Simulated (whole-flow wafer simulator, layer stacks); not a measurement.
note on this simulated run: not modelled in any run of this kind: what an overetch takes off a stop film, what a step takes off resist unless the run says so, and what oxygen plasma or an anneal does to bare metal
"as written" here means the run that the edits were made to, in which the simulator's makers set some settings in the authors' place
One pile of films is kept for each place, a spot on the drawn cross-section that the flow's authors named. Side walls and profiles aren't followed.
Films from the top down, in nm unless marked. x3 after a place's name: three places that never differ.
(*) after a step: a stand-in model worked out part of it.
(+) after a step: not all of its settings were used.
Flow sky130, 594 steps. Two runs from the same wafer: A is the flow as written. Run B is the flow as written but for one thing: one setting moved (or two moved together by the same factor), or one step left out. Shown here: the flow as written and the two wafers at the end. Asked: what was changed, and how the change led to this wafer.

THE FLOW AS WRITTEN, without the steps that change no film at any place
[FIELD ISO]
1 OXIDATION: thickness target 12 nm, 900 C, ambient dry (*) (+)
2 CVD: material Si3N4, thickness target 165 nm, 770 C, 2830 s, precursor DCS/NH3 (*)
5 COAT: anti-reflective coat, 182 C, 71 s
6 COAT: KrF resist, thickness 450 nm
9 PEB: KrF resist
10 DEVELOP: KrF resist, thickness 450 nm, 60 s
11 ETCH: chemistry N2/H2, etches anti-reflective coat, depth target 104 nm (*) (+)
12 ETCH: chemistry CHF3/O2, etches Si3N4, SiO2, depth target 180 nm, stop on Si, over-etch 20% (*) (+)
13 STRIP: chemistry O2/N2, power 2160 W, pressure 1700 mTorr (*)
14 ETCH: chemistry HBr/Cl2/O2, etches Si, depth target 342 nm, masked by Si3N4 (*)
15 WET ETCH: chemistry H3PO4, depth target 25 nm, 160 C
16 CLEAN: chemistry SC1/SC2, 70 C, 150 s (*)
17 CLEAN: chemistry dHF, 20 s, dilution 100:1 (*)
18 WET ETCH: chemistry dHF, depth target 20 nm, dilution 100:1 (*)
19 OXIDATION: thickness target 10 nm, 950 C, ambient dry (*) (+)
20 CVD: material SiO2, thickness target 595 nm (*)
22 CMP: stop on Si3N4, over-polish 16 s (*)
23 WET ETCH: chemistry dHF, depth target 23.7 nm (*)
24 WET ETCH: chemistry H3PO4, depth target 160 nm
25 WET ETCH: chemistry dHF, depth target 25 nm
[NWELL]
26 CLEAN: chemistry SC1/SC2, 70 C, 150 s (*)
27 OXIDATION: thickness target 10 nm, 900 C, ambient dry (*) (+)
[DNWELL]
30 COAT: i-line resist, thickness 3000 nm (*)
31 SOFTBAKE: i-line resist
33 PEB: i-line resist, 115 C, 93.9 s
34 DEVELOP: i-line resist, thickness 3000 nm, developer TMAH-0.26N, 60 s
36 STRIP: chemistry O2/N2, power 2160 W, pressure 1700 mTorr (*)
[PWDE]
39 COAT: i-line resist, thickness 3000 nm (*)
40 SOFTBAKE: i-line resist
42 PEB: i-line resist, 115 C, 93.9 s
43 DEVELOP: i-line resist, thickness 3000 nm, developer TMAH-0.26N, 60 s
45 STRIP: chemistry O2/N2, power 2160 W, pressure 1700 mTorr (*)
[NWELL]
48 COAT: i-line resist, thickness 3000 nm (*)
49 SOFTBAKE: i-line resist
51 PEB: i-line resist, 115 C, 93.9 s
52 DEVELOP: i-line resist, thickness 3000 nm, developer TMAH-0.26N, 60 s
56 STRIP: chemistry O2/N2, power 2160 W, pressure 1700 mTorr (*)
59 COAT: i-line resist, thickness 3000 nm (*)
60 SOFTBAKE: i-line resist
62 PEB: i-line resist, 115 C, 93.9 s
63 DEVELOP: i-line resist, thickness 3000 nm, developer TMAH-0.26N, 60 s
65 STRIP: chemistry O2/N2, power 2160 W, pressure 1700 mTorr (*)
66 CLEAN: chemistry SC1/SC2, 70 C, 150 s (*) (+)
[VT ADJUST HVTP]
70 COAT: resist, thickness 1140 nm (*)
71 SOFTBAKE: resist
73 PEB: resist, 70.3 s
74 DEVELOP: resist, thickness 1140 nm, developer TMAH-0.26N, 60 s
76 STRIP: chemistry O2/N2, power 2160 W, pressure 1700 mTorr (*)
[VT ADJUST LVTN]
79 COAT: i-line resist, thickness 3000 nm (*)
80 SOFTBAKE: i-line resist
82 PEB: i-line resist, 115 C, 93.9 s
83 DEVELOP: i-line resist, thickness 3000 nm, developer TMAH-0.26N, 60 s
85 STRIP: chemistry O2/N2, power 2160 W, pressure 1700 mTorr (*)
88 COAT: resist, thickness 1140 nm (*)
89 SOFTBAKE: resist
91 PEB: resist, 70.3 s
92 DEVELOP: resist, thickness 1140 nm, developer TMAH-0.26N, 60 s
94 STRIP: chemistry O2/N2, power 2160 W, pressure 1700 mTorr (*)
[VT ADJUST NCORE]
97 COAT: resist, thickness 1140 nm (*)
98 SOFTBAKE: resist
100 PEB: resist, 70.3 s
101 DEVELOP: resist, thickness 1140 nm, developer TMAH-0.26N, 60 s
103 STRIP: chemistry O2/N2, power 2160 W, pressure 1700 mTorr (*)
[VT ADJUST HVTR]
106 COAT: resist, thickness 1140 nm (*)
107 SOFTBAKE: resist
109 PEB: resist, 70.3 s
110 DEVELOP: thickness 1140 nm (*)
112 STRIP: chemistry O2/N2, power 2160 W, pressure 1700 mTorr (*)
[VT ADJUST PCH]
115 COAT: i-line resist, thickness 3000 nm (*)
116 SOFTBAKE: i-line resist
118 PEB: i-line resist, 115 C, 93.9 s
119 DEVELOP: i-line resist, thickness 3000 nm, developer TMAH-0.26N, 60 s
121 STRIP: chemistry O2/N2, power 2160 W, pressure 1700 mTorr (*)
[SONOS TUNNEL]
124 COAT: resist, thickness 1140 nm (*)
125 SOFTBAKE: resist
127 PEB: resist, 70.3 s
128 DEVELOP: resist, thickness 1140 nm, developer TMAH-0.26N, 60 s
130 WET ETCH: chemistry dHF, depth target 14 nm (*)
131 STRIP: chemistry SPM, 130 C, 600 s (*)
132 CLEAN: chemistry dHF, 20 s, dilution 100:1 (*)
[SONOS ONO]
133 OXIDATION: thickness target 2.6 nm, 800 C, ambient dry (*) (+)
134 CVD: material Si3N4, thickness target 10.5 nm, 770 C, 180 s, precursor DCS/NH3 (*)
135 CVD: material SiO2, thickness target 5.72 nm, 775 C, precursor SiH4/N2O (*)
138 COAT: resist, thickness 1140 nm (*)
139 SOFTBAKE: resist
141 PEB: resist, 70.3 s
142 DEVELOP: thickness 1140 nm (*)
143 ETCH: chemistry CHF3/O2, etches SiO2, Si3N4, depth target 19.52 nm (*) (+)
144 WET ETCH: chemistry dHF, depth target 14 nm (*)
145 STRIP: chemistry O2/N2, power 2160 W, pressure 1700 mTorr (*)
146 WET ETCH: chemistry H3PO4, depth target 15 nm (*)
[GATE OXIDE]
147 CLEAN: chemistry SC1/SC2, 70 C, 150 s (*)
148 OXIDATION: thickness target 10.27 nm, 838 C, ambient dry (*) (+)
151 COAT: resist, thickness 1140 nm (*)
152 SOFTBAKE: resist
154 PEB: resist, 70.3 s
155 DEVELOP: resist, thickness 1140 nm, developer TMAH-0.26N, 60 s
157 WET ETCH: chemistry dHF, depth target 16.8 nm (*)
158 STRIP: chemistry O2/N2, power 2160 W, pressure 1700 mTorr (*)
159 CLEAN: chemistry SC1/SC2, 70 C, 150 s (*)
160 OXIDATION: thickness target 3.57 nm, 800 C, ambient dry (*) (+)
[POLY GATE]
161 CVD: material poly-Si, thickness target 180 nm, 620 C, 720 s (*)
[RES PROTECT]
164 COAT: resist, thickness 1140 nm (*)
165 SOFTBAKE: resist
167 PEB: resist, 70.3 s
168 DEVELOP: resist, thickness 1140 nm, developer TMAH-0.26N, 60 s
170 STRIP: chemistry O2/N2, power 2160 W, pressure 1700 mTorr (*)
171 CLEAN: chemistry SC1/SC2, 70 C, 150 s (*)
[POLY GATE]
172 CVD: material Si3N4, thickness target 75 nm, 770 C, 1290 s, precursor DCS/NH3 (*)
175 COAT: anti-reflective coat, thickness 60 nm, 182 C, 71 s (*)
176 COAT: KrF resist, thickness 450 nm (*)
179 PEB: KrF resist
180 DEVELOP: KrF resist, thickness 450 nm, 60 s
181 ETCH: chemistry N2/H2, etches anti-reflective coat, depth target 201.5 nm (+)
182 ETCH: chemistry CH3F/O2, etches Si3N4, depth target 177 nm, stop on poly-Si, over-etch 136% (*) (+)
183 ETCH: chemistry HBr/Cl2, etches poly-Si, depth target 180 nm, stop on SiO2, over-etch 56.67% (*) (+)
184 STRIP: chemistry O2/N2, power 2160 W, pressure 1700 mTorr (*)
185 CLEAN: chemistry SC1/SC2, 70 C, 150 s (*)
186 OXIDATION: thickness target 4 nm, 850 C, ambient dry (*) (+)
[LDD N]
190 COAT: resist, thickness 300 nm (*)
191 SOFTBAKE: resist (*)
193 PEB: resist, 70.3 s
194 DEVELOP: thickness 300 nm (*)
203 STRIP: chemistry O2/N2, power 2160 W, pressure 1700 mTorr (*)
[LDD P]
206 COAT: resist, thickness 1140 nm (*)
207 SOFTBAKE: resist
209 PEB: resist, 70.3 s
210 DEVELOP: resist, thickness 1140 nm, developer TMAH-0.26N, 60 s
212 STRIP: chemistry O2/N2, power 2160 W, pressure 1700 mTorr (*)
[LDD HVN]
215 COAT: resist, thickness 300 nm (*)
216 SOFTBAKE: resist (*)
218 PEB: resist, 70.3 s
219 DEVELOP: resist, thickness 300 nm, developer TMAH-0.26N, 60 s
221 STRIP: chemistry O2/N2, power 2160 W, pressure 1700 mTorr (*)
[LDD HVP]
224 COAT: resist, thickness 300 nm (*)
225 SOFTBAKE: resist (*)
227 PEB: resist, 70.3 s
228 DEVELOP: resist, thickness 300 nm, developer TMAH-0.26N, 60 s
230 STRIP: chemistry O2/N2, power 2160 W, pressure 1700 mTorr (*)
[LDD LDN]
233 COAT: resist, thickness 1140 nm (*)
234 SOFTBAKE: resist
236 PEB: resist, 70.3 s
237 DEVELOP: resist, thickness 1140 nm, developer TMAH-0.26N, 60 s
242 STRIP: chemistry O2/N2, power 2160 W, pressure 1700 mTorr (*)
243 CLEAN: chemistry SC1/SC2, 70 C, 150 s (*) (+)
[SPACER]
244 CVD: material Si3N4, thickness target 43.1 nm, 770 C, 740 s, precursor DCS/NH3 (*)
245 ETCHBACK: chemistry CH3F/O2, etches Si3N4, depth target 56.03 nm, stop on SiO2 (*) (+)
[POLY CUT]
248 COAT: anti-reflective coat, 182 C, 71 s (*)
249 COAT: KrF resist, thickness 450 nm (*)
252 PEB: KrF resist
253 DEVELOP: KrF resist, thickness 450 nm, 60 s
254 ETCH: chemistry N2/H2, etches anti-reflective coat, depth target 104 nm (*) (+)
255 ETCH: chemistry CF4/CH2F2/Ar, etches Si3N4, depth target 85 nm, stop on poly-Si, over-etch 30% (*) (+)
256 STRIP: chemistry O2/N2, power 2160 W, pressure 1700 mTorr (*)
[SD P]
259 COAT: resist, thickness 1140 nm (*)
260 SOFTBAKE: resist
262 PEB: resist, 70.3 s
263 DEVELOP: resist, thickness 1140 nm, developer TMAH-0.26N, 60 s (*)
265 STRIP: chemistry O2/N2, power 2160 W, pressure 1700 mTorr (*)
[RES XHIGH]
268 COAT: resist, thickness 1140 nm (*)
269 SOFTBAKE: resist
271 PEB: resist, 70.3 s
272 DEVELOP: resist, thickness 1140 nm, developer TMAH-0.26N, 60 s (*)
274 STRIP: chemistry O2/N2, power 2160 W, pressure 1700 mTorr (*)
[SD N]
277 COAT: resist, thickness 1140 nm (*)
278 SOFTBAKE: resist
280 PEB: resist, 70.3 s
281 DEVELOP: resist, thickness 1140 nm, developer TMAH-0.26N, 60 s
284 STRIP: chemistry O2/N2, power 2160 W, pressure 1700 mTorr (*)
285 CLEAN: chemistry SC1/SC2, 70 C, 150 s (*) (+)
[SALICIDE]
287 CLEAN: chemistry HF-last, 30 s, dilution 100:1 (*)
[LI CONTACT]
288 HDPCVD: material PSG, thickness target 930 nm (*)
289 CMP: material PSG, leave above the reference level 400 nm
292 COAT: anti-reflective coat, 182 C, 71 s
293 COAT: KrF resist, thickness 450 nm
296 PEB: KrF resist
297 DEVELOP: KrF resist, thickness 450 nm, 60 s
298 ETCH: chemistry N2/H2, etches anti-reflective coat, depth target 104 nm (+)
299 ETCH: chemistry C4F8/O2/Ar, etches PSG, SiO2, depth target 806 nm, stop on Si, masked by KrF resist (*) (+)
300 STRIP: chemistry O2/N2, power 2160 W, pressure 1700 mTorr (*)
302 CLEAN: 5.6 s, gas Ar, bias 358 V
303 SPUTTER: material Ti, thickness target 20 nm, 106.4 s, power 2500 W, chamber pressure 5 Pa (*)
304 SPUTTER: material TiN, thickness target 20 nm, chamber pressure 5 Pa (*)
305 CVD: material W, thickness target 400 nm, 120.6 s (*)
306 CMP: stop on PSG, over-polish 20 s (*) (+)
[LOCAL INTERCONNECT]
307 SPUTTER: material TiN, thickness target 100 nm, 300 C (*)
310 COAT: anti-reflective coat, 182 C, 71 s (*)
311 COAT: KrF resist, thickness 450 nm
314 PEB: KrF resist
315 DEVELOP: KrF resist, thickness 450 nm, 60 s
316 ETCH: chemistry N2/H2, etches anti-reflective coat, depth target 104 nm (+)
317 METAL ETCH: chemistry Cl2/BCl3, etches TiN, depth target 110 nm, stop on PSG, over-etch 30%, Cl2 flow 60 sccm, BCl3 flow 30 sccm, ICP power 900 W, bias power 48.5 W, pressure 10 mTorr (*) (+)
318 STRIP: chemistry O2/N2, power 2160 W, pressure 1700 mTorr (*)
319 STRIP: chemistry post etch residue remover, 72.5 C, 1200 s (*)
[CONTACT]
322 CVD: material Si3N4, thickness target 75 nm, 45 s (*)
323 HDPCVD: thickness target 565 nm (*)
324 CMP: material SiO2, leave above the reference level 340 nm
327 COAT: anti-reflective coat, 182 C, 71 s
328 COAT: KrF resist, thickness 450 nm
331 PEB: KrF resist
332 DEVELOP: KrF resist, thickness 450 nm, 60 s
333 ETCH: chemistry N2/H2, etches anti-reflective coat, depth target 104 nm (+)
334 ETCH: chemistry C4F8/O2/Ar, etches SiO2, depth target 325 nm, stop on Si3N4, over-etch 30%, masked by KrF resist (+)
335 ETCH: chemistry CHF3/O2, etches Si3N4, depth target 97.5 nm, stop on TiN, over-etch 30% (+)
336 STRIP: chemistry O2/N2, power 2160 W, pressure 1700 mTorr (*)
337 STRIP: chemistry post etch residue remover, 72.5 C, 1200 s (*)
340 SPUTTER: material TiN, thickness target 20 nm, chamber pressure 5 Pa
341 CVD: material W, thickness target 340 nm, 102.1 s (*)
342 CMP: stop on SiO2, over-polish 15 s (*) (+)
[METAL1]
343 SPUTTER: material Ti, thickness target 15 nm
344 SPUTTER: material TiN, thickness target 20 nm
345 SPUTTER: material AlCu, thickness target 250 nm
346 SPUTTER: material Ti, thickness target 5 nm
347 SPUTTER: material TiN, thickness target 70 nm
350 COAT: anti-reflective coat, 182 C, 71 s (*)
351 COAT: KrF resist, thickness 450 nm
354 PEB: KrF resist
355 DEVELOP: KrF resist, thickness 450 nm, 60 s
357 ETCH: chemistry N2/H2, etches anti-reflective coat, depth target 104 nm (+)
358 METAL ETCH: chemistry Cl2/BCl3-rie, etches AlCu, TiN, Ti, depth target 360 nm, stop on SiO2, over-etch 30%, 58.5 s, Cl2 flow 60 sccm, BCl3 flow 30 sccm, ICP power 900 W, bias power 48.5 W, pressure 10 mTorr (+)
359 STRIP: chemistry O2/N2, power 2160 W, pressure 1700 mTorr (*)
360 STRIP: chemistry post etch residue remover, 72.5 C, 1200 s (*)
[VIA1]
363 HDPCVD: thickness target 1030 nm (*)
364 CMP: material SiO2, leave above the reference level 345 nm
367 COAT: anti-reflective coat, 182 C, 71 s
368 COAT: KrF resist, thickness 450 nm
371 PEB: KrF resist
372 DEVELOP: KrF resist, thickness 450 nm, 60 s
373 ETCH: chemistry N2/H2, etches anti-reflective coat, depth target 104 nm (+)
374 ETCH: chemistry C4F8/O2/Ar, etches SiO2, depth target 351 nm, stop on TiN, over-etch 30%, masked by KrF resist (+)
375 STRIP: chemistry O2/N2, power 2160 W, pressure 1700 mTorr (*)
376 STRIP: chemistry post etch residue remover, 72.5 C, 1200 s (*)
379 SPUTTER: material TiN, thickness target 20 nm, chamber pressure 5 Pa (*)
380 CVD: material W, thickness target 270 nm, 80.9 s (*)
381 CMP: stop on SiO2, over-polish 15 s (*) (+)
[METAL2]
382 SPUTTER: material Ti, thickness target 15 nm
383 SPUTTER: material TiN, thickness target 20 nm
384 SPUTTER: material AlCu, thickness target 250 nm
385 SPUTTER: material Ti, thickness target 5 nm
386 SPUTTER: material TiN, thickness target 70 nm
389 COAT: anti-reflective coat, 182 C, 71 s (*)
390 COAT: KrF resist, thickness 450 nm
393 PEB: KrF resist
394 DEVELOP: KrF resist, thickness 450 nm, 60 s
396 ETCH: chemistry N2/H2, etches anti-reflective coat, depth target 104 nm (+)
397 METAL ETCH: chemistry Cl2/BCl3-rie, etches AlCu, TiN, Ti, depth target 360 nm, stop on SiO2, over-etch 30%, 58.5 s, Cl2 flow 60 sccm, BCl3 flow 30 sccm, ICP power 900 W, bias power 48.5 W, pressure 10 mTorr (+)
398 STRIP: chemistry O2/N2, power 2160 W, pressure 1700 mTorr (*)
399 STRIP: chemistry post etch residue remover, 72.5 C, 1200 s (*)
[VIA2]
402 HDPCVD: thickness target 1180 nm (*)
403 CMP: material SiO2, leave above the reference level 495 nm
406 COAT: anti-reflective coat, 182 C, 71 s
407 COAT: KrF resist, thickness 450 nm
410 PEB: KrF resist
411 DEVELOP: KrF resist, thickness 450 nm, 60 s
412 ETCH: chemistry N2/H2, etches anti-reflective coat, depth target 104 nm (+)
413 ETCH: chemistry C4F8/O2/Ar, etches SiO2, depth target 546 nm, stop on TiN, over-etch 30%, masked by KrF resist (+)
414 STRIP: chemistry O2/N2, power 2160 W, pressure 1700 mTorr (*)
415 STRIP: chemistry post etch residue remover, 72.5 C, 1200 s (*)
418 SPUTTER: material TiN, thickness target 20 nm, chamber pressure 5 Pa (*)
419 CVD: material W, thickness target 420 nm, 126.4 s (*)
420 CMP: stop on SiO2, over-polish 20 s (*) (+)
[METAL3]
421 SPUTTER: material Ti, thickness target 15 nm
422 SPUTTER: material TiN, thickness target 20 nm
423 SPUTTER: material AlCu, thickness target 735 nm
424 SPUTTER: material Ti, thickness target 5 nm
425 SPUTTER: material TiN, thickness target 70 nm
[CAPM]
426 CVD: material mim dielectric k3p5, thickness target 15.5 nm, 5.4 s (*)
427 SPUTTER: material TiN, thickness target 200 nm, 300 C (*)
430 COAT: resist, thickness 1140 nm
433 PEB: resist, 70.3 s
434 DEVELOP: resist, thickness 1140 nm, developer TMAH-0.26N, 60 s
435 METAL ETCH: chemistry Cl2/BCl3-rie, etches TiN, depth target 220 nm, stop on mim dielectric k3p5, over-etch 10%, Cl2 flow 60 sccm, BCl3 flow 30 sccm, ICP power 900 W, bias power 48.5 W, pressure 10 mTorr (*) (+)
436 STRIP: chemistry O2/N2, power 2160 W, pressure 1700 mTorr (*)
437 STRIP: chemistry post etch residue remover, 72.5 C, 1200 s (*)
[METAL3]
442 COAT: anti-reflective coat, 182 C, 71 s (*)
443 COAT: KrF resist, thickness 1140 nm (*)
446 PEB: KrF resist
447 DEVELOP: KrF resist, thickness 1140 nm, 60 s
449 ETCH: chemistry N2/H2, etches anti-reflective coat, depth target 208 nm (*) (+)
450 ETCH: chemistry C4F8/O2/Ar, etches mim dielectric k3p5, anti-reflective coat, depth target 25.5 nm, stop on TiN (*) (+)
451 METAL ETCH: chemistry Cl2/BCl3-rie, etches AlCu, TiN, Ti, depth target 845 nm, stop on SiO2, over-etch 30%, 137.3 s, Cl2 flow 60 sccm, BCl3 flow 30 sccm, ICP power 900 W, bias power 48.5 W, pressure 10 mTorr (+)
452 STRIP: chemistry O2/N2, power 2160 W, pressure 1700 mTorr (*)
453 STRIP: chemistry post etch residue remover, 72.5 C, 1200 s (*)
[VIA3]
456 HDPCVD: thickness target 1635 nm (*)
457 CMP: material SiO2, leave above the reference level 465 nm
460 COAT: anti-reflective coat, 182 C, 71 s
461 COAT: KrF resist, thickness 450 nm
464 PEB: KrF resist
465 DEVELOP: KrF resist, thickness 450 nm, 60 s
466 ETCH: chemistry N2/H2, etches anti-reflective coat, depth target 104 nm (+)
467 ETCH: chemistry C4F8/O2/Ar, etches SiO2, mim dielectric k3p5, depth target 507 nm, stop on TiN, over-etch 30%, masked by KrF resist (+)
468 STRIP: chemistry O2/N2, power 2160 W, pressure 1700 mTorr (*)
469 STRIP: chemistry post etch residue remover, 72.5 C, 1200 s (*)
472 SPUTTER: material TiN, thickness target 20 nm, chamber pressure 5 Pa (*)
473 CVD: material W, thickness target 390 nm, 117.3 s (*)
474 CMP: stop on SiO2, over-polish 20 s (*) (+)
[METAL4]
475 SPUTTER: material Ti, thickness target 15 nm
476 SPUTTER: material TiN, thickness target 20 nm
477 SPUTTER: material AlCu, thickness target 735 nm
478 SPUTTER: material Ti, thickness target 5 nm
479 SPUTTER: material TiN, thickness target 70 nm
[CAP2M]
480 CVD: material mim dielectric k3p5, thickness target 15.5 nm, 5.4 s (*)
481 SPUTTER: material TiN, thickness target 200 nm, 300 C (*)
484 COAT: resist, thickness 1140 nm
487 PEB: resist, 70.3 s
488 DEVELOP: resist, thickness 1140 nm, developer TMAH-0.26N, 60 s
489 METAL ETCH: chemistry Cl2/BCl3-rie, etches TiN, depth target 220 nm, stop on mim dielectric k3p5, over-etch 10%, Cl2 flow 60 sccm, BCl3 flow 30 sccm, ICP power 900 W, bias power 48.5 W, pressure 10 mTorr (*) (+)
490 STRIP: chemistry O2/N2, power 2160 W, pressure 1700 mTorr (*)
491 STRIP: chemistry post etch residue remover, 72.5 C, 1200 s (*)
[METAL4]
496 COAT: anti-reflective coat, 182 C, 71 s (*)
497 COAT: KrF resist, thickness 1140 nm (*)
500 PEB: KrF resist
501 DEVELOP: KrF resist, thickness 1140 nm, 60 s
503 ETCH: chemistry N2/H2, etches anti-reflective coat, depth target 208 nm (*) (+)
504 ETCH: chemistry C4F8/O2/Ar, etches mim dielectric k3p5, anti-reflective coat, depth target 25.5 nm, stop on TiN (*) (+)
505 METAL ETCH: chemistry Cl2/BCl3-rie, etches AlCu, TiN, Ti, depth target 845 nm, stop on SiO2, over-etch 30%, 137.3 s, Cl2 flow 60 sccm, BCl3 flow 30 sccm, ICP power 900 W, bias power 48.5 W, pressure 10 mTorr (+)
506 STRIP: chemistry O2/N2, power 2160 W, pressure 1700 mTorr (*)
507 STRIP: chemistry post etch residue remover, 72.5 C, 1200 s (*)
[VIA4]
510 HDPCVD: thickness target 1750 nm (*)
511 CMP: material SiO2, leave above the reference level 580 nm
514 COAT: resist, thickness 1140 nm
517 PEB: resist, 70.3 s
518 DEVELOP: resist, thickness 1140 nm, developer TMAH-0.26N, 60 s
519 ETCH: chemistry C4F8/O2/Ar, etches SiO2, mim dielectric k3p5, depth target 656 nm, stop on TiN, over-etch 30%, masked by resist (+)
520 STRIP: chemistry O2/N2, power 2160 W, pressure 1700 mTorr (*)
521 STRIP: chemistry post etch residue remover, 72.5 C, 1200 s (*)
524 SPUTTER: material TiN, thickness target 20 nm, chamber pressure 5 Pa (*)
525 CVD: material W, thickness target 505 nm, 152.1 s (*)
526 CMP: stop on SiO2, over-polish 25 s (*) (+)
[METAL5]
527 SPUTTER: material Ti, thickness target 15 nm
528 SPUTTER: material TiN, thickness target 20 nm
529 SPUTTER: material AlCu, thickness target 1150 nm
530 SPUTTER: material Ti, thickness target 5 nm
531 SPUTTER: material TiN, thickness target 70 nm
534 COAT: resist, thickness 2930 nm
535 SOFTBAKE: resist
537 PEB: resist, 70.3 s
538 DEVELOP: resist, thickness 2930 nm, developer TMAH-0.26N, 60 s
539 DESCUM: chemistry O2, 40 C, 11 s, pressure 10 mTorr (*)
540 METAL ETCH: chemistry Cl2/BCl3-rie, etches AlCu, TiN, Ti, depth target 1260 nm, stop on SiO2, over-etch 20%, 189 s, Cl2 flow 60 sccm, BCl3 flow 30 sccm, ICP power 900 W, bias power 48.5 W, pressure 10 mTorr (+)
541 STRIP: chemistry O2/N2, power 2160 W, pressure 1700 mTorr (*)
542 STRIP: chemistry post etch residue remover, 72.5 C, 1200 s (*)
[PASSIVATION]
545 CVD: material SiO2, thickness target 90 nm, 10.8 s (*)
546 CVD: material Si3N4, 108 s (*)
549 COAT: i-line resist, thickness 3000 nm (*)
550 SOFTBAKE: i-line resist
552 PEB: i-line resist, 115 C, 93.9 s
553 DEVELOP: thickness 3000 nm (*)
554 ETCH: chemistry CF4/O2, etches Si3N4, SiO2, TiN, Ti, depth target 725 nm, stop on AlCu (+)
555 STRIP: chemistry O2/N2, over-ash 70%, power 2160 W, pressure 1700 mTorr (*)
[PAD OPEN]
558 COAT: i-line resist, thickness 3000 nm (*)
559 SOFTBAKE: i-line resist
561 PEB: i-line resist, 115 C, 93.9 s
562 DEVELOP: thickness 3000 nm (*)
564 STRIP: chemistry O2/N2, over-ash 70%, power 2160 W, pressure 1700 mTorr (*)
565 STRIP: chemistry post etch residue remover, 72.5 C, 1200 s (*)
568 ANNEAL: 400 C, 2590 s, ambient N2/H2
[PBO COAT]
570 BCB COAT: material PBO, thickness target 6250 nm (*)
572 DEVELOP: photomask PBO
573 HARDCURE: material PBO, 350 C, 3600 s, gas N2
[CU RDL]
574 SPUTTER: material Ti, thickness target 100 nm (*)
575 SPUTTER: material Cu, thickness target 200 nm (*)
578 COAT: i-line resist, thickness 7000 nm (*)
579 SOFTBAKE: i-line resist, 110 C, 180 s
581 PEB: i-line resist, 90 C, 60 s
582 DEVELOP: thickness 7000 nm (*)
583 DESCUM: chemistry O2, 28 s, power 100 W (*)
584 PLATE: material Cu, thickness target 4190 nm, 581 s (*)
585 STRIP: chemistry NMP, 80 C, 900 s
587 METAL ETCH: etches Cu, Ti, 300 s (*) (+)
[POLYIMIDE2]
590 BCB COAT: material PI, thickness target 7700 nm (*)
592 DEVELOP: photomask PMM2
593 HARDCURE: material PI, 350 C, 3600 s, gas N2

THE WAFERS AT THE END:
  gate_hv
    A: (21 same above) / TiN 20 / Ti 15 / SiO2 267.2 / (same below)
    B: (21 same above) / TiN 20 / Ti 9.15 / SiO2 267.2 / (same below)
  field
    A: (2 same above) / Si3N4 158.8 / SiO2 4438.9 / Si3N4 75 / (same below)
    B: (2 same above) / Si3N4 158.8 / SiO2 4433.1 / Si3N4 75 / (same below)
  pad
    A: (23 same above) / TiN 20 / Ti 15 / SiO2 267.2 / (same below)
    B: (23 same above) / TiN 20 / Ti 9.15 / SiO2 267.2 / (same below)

The cause: step 382, SPUTTER: thickness target 9.15 nm was run, where the flow has thickness target 15 nm.
It can be read off the wafer: gate_hv has Ti 9.15, and step 382 as written asks for 15 nm.

How the change led to this, step by step:
  382 SPUTTER: material Ti, thickness target 15 nm
      field, active, n_well and 188 more: A Ti +15 (new film) | B Ti +9.15 (new film)
  397 METAL ETCH: chemistry Cl2/BCl3-rie, etches AlCu, TiN, Ti, depth target 360 nm, stop on SiO2, over-etch 30%, 58.5 s, Cl2 flow 60 sccm, BCl3 flow 30 sccm, ICP power 900 W, bias power 48.5 W, pressure 10 mTorr (+)
      field, active, gate and 82 more: A TiN -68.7 (all of it), Ti -5 (all of it), AlCu -250 (all of it), TiN -20 (all of it), Ti -15 (all of it), SiO2 -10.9 | B TiN -68.7 (all of it), Ti -5 (all of it), AlCu -250 (all of it), TiN -20 (all of it), Ti -9.15 (all of it), SiO2 -11.5
